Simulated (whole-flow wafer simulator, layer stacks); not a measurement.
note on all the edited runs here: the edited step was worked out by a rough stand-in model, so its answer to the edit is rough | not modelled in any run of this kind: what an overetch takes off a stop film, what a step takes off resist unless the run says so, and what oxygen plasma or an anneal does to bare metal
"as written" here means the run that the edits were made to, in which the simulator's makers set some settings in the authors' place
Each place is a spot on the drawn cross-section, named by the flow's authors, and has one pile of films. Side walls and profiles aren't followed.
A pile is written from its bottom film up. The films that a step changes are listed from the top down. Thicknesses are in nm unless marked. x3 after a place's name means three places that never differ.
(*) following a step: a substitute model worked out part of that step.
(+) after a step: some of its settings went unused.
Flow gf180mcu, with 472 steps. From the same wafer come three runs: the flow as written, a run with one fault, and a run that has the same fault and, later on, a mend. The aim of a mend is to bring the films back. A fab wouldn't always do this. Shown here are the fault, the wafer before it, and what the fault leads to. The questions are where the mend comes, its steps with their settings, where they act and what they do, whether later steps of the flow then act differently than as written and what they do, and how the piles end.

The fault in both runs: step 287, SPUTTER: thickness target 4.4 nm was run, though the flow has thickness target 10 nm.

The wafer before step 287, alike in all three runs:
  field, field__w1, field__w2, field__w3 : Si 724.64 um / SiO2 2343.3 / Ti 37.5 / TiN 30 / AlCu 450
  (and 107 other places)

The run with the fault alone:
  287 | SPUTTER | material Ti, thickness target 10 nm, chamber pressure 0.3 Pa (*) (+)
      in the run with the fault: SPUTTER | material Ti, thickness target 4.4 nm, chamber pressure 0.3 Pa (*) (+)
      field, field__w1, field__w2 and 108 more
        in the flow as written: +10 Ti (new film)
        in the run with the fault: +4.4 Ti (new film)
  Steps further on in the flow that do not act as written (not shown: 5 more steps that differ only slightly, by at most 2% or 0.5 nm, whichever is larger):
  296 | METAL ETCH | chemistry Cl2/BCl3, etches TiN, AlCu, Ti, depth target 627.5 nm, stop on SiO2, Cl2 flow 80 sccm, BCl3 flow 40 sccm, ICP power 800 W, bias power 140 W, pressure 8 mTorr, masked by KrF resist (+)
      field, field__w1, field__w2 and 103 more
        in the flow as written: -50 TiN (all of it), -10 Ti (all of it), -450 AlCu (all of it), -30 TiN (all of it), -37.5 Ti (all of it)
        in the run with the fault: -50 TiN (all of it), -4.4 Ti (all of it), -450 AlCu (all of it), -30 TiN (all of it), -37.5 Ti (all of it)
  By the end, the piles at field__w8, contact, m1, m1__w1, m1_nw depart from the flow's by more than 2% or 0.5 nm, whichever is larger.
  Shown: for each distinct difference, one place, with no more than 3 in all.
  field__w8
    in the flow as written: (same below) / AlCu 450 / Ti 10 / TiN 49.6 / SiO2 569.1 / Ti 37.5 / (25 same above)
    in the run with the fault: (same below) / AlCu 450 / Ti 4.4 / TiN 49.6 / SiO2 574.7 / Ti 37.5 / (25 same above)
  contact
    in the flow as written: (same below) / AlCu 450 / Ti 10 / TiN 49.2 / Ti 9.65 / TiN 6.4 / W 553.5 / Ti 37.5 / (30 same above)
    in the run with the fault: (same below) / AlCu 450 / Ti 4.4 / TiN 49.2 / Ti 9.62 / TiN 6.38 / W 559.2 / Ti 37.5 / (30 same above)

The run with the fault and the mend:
  The mend stands after step 287.
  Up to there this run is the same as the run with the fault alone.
  287a | SPUTTER | material Ti, thickness target 5.6 nm, chamber pressure 0.3 Pa (*) (+) (a further turn of the flow's step 287, with different settings)
      field, field__w1, field__w2 and 108 more
        +5.6 Ti
  None of the later steps of the flow acts differently than as written at any place that is followed.
  At every place that both follow, the piles at the end match the flow's.
